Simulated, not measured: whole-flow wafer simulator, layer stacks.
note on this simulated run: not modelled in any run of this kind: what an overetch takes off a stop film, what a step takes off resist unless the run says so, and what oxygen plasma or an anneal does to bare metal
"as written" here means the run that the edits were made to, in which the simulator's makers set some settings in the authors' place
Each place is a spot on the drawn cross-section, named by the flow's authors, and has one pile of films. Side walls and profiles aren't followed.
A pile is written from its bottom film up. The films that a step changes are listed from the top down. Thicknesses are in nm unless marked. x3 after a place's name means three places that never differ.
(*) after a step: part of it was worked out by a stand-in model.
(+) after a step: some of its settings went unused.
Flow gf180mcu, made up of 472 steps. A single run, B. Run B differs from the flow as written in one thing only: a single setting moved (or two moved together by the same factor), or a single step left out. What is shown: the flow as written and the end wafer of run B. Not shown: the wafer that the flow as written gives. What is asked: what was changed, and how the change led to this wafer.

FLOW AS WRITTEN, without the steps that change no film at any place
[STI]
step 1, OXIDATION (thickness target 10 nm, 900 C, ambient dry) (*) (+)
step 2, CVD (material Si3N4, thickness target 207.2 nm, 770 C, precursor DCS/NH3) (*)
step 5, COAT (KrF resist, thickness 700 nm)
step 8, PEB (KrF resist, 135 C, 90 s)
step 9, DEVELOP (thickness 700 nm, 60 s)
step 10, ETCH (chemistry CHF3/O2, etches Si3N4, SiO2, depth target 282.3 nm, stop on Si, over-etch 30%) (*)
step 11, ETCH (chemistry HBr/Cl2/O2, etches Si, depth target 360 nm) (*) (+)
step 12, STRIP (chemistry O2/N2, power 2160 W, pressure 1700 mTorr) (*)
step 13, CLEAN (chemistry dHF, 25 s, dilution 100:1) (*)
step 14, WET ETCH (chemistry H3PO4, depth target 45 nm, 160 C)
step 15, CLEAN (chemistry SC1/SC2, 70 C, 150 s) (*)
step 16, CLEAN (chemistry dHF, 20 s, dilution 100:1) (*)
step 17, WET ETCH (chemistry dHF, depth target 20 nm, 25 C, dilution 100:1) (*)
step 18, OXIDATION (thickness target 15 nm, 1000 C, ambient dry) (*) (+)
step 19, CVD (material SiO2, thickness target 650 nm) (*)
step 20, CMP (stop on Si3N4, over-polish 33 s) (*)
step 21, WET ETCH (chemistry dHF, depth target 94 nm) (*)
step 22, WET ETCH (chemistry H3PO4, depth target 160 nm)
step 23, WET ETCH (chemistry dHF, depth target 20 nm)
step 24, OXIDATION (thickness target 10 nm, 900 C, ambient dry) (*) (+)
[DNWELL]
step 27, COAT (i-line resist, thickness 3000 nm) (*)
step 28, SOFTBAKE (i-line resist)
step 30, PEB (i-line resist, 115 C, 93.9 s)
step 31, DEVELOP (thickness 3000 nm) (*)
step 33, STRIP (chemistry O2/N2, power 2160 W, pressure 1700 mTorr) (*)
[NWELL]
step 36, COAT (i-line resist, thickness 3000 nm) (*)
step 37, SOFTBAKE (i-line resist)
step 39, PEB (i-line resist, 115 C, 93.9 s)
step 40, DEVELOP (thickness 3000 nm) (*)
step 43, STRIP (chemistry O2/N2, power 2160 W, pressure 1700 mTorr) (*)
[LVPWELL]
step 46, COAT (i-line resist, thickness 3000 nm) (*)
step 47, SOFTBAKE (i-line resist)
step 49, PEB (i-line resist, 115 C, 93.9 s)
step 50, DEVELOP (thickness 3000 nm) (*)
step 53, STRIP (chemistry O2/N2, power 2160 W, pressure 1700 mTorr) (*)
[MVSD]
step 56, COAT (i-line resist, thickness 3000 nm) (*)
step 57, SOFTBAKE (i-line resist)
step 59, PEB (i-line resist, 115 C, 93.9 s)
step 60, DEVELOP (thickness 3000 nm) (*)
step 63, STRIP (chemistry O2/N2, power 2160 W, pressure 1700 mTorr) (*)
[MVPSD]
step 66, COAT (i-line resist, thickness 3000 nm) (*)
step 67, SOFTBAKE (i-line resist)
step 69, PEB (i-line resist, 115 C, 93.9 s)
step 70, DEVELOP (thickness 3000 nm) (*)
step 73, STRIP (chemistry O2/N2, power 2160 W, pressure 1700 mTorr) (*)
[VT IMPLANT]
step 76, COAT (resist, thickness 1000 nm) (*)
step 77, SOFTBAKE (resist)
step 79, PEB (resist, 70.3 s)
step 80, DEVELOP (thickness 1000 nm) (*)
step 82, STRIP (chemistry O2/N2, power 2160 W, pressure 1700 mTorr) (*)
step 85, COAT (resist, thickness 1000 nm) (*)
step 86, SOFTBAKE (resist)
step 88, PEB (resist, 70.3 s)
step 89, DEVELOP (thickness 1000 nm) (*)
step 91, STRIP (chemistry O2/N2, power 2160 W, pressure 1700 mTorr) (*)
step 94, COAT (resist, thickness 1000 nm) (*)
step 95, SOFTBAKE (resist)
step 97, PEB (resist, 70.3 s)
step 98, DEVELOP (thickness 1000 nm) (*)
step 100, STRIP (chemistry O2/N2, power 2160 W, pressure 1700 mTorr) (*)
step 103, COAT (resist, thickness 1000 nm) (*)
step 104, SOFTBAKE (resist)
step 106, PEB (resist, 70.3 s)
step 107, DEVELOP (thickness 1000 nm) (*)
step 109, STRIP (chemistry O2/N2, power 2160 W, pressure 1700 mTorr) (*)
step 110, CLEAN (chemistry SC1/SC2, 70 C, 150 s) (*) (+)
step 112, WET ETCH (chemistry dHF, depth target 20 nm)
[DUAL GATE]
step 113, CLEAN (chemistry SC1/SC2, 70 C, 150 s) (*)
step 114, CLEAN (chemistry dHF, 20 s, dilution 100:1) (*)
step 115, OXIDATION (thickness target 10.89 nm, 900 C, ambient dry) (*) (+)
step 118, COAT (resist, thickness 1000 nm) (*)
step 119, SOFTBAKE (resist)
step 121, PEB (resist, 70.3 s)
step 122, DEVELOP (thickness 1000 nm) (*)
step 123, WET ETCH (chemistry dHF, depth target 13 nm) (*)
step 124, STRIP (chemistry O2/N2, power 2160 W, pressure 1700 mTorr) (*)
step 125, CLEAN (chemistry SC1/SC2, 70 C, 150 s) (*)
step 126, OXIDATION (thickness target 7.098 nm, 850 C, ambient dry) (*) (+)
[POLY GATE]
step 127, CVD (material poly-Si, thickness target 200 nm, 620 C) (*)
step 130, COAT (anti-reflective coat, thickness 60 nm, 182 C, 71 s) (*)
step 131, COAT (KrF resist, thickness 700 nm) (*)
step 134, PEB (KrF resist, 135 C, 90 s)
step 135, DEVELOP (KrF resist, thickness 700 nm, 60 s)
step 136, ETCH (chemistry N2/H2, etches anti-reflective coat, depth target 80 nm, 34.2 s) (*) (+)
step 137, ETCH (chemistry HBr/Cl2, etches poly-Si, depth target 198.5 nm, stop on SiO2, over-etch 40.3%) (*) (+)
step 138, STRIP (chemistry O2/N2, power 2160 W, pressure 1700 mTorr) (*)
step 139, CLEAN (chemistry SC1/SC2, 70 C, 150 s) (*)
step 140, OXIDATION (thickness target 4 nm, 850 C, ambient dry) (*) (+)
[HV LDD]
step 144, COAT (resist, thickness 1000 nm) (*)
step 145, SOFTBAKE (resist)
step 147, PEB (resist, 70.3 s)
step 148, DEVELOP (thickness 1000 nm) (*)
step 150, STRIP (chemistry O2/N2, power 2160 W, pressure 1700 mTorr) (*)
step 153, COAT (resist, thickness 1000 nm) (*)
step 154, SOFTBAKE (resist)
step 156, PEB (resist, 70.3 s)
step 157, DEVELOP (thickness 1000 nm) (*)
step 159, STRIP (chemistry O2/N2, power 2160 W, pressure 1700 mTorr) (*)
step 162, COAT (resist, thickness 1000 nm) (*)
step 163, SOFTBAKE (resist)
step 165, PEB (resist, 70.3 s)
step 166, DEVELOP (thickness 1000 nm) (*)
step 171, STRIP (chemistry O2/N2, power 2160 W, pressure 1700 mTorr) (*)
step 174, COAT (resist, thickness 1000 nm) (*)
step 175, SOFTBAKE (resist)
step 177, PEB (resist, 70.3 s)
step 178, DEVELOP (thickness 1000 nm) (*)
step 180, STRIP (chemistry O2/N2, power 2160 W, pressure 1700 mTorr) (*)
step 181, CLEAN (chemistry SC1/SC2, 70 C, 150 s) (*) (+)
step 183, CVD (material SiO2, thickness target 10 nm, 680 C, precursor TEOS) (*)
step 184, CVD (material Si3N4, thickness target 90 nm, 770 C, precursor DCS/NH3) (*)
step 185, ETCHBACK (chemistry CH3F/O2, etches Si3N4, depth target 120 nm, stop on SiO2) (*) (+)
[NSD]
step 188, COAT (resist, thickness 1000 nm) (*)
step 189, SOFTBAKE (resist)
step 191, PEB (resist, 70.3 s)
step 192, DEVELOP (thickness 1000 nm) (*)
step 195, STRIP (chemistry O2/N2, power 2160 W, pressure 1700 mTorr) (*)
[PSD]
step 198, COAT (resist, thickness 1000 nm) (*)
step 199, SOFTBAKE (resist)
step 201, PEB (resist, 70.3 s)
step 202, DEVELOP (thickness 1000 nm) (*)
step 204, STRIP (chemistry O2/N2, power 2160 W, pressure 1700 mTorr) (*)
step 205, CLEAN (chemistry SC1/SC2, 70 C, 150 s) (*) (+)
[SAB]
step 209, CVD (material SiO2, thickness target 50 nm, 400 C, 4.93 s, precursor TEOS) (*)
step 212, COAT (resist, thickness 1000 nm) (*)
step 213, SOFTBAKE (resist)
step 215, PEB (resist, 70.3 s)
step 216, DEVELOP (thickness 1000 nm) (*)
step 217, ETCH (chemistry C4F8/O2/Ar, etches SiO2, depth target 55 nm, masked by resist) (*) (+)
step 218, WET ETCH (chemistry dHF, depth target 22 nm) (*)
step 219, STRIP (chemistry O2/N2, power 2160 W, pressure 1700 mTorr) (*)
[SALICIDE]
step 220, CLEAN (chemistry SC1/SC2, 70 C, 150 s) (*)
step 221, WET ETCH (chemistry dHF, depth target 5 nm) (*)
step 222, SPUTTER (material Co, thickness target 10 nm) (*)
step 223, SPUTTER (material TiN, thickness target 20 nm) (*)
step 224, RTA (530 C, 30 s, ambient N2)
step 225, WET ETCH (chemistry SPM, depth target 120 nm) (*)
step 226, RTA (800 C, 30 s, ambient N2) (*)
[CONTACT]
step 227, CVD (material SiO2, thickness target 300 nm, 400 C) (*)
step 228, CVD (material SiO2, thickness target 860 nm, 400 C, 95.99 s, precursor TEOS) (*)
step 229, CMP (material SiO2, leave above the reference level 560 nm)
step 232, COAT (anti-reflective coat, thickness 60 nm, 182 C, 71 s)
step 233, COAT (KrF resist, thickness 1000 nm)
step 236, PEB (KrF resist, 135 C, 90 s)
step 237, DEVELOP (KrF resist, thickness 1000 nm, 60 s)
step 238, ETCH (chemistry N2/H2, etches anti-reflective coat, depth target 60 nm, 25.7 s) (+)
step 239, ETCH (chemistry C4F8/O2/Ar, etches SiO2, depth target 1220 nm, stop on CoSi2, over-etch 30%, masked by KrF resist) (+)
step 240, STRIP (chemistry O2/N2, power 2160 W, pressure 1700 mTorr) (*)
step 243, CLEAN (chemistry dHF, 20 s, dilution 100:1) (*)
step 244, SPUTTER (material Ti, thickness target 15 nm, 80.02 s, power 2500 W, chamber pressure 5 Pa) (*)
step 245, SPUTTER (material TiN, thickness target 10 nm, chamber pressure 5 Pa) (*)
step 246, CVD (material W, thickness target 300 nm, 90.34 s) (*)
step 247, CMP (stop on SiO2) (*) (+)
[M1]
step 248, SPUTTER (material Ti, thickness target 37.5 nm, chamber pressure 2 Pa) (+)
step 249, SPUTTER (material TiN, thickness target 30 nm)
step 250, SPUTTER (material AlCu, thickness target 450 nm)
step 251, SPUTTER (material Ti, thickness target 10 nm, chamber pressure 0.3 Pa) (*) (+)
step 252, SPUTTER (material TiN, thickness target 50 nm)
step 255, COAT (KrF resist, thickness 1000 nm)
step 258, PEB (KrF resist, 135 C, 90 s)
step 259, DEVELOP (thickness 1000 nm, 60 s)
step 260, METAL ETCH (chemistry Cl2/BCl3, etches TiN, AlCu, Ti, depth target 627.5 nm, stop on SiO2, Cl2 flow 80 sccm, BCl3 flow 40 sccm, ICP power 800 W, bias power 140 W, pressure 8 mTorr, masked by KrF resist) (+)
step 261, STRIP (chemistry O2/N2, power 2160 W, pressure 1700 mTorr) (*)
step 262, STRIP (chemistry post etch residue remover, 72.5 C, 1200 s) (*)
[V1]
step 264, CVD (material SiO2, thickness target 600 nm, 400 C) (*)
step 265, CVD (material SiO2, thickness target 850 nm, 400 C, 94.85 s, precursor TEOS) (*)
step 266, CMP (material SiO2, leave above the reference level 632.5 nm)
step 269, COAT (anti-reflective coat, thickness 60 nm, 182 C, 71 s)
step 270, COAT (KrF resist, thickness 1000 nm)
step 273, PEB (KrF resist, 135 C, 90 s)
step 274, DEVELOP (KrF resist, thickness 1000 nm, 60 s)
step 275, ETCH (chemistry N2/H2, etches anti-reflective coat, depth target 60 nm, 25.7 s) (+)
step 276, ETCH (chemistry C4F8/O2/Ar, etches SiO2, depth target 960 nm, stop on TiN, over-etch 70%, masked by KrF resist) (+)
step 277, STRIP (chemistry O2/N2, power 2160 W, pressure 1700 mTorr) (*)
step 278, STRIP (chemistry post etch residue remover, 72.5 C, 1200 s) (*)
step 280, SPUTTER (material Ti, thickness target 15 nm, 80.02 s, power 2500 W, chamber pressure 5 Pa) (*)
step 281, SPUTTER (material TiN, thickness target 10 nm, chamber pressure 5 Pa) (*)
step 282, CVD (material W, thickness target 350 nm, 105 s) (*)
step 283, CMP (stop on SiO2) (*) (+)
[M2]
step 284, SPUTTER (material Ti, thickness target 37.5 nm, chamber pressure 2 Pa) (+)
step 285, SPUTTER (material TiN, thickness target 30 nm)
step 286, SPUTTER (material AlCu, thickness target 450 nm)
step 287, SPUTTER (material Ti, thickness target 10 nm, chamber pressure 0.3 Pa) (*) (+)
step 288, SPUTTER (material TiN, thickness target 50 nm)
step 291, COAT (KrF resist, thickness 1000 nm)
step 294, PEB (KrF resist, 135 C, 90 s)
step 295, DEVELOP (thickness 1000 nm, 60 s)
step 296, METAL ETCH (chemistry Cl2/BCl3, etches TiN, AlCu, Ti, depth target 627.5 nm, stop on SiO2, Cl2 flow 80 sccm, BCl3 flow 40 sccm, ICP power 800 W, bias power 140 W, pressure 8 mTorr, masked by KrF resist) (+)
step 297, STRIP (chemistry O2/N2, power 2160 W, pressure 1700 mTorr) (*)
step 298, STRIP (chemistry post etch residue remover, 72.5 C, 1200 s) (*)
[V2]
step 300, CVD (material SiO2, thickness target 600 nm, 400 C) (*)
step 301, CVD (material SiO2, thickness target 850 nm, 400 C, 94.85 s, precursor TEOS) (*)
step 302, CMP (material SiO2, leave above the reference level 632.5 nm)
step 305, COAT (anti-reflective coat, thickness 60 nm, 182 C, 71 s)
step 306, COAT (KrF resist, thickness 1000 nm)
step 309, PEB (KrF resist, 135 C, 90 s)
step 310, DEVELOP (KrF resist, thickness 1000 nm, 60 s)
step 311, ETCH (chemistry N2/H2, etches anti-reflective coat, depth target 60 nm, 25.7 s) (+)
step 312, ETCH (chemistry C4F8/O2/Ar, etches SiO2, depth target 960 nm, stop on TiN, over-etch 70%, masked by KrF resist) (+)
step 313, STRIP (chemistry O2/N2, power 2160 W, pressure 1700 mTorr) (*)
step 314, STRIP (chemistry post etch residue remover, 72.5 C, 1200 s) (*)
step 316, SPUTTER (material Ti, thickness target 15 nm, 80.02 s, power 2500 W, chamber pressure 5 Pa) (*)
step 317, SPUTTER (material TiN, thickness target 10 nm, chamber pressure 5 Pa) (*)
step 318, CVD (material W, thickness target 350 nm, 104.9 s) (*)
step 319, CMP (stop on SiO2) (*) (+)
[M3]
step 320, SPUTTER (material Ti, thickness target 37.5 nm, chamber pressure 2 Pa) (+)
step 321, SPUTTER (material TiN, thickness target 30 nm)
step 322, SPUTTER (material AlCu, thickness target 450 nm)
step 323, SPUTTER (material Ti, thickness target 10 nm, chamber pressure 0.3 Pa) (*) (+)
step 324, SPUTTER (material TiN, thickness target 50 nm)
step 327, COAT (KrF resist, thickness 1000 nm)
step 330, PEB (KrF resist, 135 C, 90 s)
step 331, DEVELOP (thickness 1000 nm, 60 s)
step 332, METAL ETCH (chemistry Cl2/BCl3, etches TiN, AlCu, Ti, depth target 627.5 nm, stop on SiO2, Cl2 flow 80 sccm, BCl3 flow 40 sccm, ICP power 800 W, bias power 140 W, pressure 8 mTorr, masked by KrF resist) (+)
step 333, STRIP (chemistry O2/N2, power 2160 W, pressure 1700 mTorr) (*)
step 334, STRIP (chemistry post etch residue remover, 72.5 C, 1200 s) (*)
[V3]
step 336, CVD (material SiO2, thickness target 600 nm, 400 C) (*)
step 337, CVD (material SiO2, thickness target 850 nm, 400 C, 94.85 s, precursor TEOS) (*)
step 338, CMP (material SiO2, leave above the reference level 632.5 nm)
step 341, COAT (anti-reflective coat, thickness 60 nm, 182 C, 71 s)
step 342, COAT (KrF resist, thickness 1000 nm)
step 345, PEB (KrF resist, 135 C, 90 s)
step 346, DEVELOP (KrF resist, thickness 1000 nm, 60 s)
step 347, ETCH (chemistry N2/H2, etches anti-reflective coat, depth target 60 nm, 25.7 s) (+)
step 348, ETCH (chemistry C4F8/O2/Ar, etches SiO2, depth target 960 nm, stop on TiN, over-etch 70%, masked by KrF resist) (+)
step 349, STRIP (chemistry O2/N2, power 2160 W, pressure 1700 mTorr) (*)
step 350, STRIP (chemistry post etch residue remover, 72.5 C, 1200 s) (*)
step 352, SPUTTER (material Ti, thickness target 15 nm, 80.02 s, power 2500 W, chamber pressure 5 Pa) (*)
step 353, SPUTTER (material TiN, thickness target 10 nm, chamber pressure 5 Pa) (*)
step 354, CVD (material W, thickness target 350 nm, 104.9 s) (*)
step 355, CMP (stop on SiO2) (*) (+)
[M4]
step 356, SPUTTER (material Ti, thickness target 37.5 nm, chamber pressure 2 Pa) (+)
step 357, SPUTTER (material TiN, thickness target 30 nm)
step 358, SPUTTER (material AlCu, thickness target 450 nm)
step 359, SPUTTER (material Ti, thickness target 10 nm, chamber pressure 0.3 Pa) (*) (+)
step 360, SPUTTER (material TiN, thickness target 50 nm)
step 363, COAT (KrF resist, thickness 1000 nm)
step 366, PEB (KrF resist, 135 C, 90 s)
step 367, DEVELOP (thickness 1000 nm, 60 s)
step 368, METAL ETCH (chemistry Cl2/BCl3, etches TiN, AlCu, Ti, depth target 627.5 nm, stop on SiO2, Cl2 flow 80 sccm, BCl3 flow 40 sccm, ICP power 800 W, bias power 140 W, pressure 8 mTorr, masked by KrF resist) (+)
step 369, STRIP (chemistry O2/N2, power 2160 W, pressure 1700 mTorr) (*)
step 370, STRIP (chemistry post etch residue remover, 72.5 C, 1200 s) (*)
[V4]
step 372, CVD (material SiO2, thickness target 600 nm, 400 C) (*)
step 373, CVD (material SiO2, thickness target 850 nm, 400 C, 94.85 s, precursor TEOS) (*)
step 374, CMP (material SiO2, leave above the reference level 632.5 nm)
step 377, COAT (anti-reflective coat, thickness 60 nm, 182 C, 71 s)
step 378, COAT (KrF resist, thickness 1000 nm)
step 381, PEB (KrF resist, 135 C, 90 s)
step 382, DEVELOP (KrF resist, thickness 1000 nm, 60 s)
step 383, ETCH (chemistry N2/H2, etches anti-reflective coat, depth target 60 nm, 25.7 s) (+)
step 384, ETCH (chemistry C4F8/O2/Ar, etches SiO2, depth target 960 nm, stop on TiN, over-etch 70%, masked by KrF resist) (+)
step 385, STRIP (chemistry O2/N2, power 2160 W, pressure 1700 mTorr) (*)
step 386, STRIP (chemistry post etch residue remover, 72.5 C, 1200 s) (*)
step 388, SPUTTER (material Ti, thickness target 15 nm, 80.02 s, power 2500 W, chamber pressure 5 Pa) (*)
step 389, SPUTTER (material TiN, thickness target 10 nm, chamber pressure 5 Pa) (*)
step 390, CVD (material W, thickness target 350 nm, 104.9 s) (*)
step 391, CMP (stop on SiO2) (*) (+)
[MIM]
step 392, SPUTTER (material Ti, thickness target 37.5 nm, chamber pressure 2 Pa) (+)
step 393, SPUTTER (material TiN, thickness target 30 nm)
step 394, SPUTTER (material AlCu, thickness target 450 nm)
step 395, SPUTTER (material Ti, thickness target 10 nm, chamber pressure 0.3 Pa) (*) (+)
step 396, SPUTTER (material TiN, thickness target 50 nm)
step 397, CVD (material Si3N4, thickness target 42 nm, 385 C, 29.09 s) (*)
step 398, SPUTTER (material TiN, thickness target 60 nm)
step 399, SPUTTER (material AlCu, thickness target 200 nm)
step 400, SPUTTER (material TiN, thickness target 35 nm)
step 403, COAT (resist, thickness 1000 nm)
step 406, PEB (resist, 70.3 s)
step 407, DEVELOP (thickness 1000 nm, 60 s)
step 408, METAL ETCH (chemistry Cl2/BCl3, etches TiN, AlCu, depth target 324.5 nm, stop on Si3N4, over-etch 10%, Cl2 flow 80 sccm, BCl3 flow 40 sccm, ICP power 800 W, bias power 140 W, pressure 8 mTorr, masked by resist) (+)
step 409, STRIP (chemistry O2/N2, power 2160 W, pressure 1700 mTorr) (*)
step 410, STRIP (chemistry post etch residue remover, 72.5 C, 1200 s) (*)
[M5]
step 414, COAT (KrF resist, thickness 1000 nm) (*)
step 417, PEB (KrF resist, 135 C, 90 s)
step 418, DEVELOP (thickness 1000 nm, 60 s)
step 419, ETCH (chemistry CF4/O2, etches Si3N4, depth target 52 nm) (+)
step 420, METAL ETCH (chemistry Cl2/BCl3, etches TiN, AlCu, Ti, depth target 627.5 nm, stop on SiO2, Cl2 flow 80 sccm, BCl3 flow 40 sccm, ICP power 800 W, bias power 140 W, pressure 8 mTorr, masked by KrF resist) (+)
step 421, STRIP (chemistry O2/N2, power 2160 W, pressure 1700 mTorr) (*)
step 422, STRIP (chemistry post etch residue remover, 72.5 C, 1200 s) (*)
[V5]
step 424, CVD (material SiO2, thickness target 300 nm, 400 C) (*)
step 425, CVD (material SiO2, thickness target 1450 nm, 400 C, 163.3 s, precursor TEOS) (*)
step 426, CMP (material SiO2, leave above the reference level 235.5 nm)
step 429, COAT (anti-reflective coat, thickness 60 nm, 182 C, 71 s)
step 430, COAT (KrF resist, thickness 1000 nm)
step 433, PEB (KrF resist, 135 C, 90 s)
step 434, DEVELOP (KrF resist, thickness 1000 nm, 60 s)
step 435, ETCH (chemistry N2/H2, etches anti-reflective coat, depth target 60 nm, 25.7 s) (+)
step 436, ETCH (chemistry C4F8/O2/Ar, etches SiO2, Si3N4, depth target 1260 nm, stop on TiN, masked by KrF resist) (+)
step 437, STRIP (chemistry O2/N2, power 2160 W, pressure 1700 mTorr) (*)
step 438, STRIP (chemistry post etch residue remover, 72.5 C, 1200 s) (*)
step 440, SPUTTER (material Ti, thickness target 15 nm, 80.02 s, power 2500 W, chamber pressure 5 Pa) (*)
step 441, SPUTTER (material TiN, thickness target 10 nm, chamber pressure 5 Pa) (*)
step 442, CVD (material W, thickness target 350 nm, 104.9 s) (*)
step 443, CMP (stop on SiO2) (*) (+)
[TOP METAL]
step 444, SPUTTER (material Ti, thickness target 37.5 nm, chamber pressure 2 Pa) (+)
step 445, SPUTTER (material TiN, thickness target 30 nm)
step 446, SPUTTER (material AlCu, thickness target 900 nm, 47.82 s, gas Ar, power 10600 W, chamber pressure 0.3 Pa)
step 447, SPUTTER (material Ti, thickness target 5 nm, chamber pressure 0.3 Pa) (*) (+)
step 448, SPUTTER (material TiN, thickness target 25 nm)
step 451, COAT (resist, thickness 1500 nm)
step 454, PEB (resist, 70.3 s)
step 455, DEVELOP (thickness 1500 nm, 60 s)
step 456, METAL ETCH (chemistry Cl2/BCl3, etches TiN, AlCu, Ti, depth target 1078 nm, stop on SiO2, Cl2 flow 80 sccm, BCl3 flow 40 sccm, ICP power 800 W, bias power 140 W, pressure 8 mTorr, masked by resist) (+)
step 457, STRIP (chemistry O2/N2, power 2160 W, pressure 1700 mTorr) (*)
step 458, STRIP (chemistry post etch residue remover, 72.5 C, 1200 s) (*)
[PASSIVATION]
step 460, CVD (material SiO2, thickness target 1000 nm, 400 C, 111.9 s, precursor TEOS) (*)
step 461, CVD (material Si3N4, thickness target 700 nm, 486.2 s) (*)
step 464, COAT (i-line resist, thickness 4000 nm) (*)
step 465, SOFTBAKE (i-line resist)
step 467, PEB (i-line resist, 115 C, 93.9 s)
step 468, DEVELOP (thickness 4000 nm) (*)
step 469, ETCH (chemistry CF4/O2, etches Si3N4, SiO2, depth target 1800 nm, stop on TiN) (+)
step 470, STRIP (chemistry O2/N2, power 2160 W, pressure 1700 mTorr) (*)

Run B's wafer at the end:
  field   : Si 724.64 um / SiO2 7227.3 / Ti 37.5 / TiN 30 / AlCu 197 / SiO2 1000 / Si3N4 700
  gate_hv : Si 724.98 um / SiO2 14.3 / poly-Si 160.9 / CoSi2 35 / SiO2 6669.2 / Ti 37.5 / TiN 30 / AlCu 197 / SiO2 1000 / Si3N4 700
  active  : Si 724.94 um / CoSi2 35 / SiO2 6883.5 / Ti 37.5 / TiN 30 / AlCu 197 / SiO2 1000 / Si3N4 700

The reason: step 456, METAL ETCH: depth target 727.3 nm was run, while the flow as written has depth target 1078 nm.

The path from the change to this, step by step:
  step 456, METAL ETCH (chemistry Cl2/BCl3, etches TiN, AlCu, Ti, depth target 1078 nm, stop on SiO2, Cl2 flow 80 sccm, BCl3 flow 40 sccm, ICP power 800 W, bias power 140 W, pressure 8 mTorr, masked by resist) (+)
      field, field__w1, field__w2 and 103 more: -25 TiN (all of it), -5 Ti (all of it), -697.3 AlCu (as written it would have been: -25 TiN (all of it), -5 Ti (all of it), -900 AlCu (all of it), -30 TiN (all of it), -37.5 Ti (all of it))
      field__w8, contact, m1, m1__w1, pad, m1_nw: -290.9 resist (as written it would have been: -431 resist)
  step 457, STRIP (chemistry O2/N2, power 2160 W, pressure 1700 mTorr) (*)
      field__w8, contact, m1, m1__w1, pad, m1_nw: -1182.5 resist (all of it) (as written it would have been: -1042.5 resist (all of it))
  step 458, STRIP (chemistry post etch residue remover, 72.5 C, 1200 s) (*)
      field, field__w1, field__w2 and 103 more: -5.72 AlCu (as written it would have been: nothing)
  step 460, CVD (material SiO2, thickness target 1000 nm, 400 C, 111.9 s, precursor TEOS) (*)
      field, field__w1, field__w2 and 103 more: +1000 SiO2 (new film) (as written it would have been: +1000 SiO2)
  step 464, COAT (i-line resist, thickness 4000 nm) (*)
      field__w8: +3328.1 i-line resist (new film) (as written it would have been: +3093.1 i-line resist (new film))
      contact: +3364.8 i-line resist (new film) (as written it would have been: +3153.6 i-line resist (new film))
      (also at 4 further places)
  step 465, SOFTBAKE (i-line resist)
      gate: -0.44 i-line resist (as written it would have been: +1.79 i-line resist)
      field: -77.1 i-line resist (as written it would have been: -116.8 i-line resist)
      (also at 67 further places)
  step 467, PEB (i-line resist, 115 C, 93.9 s)
      field__w8, m1__w1: -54 i-line resist (as written it would have been: -49.2 i-line resist)
      contact, m1: -54.3 i-line resist (as written it would have been: -49.6 i-line resist)
      (also at 2 further places)
  step 468, DEVELOP (thickness 4000 nm) (*)
      pad: -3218 i-line resist (all of it) (as written it would have been: -2960.4 i-line resist (all of it))
  step 470, STRIP (chemistry O2/N2, power 2160 W, pressure 1700 mTorr) (*)
      field__w8, m1__w1: -2029.5 i-line resist (all of it) (as written it would have been: -1775.9 i-line resist (all of it))
      contact: -2043.2 i-line resist (all of it) (as written it would have been: -1798.3 i-line resist (all of it))
      (also at 2 further places)
If metal films that touch count as one body, field has 1 body; the flow as written gives 0 bodies.
If metal films that touch count as one body, gate_hv has 2 bodies (between them, from the top down: SiO2 6669.2); the flow as written gives 1 body.
If metal films that touch count as one body, active has 2 bodies (between them, from the top down: SiO2 6883.5); the flow as written gives 1 body.
